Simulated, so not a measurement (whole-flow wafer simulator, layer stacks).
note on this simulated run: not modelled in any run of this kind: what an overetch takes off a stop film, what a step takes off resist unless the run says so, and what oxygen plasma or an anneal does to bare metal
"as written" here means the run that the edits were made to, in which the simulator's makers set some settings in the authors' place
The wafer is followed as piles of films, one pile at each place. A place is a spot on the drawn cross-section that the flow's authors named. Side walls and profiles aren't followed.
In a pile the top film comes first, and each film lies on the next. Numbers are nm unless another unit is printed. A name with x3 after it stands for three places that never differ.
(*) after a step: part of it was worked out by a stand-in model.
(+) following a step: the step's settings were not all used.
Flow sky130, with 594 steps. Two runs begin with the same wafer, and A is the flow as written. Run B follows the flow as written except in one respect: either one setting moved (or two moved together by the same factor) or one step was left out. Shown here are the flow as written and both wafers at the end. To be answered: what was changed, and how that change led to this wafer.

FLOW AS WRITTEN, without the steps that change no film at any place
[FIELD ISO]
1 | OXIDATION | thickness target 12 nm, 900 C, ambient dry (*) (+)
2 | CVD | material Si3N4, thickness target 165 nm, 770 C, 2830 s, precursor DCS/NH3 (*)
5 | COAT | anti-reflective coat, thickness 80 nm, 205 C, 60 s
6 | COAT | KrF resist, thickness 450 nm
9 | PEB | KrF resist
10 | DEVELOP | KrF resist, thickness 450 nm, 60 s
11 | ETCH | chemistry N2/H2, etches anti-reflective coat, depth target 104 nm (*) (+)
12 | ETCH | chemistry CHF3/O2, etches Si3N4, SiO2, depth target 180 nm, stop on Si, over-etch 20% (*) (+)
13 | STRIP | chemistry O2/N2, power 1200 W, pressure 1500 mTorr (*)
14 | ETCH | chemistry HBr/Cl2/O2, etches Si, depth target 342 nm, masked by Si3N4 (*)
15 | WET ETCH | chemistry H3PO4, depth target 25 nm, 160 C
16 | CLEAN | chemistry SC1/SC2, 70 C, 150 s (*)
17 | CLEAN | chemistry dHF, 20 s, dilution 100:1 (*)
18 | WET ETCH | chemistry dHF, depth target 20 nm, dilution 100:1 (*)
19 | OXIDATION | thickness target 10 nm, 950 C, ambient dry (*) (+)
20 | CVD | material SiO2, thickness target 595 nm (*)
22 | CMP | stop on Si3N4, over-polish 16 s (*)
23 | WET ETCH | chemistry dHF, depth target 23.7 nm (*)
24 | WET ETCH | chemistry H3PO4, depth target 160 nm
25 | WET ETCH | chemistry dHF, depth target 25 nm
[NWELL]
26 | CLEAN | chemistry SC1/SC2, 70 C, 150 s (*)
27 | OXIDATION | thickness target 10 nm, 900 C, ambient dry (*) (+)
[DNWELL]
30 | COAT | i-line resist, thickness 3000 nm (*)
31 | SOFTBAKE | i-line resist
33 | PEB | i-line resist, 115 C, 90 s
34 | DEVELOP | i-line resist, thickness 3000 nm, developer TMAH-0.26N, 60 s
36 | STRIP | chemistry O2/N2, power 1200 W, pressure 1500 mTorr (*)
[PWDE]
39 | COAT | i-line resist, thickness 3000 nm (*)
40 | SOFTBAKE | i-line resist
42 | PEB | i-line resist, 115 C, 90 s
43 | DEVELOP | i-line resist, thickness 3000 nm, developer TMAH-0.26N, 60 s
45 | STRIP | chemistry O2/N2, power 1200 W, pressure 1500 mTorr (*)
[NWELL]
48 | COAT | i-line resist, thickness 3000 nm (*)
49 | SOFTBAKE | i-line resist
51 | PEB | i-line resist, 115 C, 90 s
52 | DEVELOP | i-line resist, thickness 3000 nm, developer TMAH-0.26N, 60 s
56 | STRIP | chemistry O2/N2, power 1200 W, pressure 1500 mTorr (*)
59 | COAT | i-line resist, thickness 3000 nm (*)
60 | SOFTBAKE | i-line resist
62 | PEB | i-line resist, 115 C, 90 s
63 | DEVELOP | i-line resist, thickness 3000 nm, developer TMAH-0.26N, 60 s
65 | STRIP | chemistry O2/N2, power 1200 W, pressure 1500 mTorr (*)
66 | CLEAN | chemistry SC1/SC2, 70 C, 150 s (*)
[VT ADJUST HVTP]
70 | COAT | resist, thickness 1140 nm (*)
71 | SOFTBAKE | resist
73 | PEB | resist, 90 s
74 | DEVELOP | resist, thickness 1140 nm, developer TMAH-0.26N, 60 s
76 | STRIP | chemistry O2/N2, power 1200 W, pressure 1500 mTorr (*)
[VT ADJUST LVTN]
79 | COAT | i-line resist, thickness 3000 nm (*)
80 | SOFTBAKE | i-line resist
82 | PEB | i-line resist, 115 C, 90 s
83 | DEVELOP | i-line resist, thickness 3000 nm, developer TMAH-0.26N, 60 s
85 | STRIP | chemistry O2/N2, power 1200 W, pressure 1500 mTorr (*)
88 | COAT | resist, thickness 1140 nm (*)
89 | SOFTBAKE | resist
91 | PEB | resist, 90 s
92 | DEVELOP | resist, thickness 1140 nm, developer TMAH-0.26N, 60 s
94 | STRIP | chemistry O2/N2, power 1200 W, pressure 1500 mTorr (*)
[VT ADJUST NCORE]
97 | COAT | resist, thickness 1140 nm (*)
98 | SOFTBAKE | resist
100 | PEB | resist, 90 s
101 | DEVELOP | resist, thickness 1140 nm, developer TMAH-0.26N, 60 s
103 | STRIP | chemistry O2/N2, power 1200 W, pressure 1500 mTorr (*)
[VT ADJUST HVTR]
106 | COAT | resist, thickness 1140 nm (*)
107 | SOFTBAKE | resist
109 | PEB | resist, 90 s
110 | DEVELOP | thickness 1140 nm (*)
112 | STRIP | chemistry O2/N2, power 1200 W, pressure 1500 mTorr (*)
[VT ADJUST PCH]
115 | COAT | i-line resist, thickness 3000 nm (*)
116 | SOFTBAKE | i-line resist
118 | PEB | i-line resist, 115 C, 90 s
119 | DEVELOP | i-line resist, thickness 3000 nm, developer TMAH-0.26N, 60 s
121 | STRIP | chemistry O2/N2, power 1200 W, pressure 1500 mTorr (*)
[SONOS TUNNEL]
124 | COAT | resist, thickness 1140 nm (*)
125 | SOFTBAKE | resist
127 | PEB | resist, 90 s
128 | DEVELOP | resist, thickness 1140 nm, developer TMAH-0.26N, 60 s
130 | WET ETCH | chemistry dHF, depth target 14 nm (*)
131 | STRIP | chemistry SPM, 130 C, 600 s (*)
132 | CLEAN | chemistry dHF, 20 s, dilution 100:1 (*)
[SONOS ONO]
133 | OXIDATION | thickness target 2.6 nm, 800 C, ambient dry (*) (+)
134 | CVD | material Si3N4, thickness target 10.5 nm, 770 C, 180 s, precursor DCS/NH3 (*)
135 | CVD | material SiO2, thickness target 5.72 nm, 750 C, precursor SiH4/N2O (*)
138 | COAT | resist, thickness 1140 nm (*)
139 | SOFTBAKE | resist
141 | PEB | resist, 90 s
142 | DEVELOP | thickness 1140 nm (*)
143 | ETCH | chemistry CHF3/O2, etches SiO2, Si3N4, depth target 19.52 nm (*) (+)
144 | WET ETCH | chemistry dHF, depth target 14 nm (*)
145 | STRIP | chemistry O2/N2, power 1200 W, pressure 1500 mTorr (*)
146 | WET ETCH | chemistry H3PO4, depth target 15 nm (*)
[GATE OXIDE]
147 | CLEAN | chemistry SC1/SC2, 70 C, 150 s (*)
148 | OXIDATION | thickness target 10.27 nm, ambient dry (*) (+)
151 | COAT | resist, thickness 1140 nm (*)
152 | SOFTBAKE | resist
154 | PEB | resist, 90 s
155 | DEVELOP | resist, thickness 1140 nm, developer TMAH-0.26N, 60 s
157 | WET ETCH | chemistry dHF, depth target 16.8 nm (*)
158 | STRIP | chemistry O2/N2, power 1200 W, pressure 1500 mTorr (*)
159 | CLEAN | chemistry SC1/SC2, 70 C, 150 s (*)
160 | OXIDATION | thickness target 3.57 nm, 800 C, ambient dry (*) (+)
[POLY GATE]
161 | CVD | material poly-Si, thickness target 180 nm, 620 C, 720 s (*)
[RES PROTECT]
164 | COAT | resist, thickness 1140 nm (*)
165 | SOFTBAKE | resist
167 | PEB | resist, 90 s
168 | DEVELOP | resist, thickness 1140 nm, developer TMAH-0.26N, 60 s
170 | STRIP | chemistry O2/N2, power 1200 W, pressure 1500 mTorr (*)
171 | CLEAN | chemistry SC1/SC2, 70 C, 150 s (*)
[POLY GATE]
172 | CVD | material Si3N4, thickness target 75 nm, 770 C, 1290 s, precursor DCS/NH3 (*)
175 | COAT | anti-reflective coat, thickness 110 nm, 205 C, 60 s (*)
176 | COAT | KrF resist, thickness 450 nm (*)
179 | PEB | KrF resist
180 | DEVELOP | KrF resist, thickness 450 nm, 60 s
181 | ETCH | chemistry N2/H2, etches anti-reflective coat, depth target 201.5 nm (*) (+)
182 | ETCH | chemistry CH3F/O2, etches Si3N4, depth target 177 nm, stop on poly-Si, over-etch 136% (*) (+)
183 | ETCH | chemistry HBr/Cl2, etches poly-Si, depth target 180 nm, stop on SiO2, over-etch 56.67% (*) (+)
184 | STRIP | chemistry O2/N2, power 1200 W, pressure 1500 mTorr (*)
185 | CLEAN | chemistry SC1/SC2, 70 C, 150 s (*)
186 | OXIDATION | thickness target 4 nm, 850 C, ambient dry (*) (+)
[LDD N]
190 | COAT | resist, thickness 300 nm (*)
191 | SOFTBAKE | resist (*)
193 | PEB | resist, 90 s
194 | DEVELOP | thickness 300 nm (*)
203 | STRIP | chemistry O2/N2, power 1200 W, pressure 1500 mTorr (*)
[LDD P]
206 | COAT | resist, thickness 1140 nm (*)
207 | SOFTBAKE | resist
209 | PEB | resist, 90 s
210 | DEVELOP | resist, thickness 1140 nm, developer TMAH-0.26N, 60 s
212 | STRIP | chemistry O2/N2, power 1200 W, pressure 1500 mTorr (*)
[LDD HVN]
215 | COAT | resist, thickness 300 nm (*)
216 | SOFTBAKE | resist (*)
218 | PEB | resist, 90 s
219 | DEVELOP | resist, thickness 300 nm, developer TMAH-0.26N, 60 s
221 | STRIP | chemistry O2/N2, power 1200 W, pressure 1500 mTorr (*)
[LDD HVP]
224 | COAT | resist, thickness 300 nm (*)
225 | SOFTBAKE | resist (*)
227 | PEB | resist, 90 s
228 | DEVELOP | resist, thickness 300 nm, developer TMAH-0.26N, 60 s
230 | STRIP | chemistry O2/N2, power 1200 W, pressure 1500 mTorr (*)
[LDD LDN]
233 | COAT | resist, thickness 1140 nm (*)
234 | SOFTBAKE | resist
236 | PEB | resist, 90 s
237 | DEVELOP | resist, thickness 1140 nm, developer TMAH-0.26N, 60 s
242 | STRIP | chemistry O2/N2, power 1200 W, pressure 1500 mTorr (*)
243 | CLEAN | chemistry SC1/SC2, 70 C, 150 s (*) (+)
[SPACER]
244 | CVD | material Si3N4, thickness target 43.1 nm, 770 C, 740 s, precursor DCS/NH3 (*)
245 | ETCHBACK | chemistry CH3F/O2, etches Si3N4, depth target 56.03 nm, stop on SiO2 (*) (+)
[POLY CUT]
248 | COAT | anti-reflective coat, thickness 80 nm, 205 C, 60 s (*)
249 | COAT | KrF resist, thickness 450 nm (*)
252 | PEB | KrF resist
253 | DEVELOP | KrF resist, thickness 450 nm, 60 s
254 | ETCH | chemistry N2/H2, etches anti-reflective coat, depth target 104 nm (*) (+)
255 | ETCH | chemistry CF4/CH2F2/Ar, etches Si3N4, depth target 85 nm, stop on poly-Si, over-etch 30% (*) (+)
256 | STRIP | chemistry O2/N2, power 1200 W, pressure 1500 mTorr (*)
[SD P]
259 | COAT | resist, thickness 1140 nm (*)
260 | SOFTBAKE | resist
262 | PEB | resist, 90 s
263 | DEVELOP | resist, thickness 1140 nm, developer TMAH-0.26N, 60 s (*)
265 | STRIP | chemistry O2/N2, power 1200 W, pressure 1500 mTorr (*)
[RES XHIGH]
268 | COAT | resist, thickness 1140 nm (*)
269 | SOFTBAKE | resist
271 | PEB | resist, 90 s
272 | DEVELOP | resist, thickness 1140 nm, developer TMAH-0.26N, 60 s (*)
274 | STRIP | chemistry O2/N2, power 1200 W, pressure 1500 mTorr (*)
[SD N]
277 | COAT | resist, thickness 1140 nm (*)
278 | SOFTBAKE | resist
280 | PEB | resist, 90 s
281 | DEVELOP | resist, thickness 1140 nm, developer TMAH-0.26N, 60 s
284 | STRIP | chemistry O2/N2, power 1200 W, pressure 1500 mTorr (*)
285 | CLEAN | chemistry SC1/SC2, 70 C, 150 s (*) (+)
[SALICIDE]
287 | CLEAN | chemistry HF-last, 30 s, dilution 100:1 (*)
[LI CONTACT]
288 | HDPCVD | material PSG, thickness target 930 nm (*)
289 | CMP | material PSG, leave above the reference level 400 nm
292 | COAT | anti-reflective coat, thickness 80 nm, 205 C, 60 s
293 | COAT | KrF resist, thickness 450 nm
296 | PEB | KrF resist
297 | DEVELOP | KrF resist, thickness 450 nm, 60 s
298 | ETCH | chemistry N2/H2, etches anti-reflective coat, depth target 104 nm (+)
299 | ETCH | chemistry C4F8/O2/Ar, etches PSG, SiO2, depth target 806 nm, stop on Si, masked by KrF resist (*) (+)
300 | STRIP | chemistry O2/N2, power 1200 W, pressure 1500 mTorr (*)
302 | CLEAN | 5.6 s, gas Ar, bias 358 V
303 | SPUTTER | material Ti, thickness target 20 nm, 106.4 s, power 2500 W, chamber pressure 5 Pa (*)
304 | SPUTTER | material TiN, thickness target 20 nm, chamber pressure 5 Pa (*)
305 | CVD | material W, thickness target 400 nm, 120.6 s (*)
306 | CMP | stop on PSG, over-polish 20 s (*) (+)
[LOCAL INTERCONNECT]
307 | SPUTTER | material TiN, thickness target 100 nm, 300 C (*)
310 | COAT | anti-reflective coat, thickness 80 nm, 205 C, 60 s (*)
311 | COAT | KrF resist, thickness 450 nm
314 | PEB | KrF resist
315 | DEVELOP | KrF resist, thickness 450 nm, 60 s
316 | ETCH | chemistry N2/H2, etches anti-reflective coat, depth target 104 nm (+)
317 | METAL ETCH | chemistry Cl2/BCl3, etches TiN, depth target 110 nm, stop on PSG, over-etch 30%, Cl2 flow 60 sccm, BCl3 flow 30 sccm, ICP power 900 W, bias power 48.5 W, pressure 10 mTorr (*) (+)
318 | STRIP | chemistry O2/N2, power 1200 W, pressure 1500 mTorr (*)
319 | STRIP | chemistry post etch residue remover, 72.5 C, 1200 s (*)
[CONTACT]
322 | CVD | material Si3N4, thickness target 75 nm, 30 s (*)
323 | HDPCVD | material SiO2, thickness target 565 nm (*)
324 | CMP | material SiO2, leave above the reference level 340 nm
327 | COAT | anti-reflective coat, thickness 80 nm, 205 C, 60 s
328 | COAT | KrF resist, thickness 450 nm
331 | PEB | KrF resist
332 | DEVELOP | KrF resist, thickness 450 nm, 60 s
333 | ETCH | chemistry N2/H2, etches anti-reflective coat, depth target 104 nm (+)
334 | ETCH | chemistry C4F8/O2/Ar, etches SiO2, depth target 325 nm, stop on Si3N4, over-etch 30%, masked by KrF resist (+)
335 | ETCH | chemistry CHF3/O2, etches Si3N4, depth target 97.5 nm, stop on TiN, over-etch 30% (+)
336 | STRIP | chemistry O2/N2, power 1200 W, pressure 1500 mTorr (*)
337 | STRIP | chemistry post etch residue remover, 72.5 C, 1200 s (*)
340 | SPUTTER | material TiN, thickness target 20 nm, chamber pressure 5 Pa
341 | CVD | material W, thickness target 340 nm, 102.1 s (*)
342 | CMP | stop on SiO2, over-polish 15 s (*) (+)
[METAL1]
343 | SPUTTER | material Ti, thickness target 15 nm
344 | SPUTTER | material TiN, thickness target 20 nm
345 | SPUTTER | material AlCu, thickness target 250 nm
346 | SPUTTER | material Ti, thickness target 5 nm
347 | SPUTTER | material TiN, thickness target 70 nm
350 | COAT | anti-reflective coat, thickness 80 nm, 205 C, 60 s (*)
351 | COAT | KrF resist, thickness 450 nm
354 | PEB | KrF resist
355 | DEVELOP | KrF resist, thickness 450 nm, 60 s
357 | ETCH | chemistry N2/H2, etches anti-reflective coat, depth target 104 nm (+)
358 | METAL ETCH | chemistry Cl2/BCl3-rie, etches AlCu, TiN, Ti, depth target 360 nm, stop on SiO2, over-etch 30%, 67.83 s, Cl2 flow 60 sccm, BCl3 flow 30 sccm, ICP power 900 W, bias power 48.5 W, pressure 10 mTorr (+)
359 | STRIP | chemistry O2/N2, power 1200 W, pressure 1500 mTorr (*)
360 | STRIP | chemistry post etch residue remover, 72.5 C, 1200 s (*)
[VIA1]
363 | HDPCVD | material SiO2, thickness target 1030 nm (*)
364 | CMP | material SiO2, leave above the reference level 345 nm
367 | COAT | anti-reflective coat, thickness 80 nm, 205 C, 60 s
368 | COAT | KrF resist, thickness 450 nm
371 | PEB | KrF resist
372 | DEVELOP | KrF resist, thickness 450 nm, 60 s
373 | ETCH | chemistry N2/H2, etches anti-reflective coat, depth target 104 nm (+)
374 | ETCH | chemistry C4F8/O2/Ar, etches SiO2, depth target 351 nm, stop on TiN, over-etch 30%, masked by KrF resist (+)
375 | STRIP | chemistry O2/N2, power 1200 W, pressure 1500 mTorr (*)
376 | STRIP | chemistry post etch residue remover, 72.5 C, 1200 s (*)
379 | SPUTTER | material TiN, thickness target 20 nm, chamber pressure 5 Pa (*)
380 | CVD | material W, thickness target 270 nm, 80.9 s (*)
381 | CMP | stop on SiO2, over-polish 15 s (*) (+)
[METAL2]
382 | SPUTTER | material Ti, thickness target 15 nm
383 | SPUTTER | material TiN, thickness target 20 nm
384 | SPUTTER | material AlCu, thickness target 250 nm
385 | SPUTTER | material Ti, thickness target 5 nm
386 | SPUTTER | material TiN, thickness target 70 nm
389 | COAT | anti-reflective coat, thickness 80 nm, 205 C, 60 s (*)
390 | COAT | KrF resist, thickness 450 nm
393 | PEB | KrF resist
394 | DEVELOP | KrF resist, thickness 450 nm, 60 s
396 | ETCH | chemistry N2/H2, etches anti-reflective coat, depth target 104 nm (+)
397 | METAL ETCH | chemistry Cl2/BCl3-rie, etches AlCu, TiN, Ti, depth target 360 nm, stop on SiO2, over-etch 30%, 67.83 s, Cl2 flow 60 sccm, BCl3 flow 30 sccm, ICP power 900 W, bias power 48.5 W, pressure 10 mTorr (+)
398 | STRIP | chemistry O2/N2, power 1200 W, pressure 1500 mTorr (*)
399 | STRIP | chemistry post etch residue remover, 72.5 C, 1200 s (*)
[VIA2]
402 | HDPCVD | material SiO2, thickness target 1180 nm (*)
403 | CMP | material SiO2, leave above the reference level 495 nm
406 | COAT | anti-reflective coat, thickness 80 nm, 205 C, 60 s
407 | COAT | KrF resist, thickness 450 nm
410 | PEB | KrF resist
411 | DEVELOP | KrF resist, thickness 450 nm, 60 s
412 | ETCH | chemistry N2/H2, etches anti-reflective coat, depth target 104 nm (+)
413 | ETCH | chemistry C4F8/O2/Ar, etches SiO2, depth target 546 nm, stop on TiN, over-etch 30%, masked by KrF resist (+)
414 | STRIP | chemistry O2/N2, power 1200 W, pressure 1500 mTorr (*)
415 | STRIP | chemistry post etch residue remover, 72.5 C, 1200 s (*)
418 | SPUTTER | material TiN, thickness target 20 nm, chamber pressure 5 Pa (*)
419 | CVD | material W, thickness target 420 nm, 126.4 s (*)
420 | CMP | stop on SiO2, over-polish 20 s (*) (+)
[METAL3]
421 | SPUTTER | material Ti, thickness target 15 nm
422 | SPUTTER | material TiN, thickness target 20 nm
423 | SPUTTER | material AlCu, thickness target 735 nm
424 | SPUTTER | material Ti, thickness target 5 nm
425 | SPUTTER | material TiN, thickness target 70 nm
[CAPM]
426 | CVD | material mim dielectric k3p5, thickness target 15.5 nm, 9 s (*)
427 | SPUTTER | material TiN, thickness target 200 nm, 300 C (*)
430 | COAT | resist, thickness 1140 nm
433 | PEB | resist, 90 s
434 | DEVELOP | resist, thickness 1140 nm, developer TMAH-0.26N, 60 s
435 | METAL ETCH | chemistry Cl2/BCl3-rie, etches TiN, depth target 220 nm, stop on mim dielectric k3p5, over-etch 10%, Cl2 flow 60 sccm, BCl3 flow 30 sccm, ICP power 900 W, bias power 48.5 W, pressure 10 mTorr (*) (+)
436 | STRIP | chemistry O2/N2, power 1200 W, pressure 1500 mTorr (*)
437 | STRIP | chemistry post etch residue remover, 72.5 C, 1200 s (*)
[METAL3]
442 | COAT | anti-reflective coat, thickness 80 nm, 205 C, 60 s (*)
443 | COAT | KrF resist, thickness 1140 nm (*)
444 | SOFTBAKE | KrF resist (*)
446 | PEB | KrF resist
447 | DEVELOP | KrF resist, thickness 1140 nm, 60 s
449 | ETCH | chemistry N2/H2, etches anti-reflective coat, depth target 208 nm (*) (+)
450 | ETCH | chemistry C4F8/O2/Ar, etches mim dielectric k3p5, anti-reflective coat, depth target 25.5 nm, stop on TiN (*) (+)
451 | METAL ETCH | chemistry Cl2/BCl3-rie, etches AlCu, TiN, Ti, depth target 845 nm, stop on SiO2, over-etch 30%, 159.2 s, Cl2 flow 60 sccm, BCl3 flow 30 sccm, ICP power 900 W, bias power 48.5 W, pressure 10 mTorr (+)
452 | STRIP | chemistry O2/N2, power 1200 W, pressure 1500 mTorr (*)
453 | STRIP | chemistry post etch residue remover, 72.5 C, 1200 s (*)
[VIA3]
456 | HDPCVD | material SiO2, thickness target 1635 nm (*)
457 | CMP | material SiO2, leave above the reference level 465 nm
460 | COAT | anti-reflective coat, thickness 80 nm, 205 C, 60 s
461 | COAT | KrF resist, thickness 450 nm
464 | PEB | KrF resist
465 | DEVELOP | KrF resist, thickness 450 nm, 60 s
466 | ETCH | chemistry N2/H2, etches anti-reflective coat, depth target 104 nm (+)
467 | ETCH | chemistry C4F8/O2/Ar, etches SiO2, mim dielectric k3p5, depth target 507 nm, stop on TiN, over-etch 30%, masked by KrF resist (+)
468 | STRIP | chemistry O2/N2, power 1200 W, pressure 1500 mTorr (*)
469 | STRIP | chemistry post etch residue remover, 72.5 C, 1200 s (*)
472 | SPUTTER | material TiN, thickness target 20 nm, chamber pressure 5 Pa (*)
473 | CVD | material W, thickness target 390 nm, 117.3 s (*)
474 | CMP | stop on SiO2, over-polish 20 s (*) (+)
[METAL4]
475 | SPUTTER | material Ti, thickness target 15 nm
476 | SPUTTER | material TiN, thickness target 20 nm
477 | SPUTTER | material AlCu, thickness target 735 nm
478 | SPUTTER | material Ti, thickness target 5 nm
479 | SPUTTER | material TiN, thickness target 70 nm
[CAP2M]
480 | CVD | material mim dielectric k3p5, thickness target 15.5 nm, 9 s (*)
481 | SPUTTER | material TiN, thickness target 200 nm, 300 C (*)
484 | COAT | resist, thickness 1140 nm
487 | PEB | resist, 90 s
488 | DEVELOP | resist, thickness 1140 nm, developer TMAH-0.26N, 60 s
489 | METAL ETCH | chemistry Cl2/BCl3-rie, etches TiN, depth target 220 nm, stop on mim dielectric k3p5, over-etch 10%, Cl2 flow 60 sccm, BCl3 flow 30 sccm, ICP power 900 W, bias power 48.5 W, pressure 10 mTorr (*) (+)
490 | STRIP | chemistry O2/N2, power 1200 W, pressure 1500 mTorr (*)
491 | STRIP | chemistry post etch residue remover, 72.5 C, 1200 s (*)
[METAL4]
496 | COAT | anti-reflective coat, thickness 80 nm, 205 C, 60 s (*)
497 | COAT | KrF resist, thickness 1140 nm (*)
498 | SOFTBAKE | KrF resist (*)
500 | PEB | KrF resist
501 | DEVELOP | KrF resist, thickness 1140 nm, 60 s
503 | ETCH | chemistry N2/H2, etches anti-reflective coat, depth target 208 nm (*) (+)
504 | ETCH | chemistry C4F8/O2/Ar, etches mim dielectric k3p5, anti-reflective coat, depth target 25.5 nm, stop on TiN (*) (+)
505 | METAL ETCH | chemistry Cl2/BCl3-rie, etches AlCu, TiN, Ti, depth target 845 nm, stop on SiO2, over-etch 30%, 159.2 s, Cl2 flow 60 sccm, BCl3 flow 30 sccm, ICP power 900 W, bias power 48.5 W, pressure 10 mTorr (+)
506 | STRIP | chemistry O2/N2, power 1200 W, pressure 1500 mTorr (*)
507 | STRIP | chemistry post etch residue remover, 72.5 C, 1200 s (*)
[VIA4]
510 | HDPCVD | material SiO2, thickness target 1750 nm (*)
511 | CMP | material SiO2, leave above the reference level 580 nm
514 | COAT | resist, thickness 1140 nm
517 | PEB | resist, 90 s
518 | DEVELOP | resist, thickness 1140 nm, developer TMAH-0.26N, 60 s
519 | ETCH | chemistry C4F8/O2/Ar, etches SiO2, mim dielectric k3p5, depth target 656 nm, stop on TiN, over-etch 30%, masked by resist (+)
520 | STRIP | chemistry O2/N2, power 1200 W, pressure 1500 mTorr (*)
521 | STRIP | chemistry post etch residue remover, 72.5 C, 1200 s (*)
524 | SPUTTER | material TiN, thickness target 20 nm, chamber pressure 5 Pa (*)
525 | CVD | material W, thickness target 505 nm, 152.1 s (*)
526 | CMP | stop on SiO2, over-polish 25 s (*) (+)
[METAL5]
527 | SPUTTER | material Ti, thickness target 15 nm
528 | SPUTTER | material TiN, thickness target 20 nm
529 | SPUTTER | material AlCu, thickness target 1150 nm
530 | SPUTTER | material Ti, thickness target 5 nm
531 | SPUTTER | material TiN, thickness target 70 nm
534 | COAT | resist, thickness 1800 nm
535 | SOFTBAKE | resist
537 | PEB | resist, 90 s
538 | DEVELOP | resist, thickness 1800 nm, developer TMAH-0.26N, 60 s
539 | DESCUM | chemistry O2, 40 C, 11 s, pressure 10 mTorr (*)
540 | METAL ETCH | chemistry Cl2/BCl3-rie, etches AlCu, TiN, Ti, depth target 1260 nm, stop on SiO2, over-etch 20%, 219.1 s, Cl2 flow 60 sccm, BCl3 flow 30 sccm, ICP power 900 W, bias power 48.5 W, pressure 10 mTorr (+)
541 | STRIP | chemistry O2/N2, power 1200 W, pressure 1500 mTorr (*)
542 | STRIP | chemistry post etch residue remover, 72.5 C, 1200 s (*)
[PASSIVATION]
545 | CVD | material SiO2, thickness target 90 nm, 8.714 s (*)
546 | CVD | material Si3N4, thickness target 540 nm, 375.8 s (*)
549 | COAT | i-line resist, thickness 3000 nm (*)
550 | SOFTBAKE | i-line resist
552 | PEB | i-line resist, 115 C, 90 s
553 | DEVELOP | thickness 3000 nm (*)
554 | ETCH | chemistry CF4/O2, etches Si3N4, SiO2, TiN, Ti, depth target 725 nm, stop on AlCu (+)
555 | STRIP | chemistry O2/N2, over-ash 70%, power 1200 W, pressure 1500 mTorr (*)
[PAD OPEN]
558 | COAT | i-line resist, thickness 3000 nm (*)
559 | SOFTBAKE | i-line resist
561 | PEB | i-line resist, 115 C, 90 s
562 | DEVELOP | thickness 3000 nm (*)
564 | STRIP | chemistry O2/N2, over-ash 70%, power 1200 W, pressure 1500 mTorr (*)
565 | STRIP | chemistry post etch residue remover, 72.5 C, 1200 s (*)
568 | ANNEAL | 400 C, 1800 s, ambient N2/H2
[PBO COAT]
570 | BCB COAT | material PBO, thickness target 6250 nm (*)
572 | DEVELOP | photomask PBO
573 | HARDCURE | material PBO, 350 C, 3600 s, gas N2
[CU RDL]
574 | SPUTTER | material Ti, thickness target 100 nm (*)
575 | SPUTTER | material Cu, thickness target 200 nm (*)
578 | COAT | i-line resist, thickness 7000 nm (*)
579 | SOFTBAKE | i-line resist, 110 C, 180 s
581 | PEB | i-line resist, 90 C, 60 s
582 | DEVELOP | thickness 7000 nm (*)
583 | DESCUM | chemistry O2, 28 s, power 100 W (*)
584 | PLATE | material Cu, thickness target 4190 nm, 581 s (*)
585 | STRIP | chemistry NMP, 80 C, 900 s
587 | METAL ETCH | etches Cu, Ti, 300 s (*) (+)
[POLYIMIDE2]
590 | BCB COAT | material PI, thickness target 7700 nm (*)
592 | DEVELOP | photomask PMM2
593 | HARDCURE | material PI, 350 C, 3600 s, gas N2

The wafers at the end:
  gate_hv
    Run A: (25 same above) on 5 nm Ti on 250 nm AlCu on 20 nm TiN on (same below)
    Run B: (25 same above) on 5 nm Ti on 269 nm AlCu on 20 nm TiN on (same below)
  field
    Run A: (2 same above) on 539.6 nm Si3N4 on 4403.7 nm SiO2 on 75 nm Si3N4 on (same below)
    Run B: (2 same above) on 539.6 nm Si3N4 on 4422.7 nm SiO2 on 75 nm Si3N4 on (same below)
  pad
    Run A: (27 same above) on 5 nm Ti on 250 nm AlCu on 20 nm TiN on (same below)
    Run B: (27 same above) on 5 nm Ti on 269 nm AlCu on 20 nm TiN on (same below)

Cause: step 345, SPUTTER: thickness target 269 nm was run, while the flow as written has thickness target 250 nm.
One can read it off the wafer: gate_hv has AlCu 269, and step 345 as written asks for 250 nm.

The path from the change to this, step by step:
  345 | SPUTTER | material AlCu, thickness target 250 nm
      field, active, n_well and 188 more: A +250 AlCu (new film) | B +269 AlCu (new film)
  358 | METAL ETCH | chemistry Cl2/BCl3-rie, etches AlCu, TiN, Ti, depth target 360 nm, stop on SiO2, over-etch 30%, 67.83 s, Cl2 flow 60 sccm, BCl3 flow 30 sccm, ICP power 900 W, bias power 48.5 W, pressure 10 mTorr (+)
      field, active, gate and 81 more: A -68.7 TiN (all of it), -5 Ti (all of it), -250 AlCu (all of it), -20 TiN (all of it), -15 Ti (all of it), -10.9 SiO2 | B -68.7 TiN (all of it), -5 Ti (all of it), -269 AlCu (all of it), -20 TiN (all of it), -15 Ti (all of it), -9.03 SiO2
  364 | CMP | material SiO2, leave above the reference level 345 nm
      field, active, gate and 81 more: A -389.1 SiO2 | B -372 SiO2
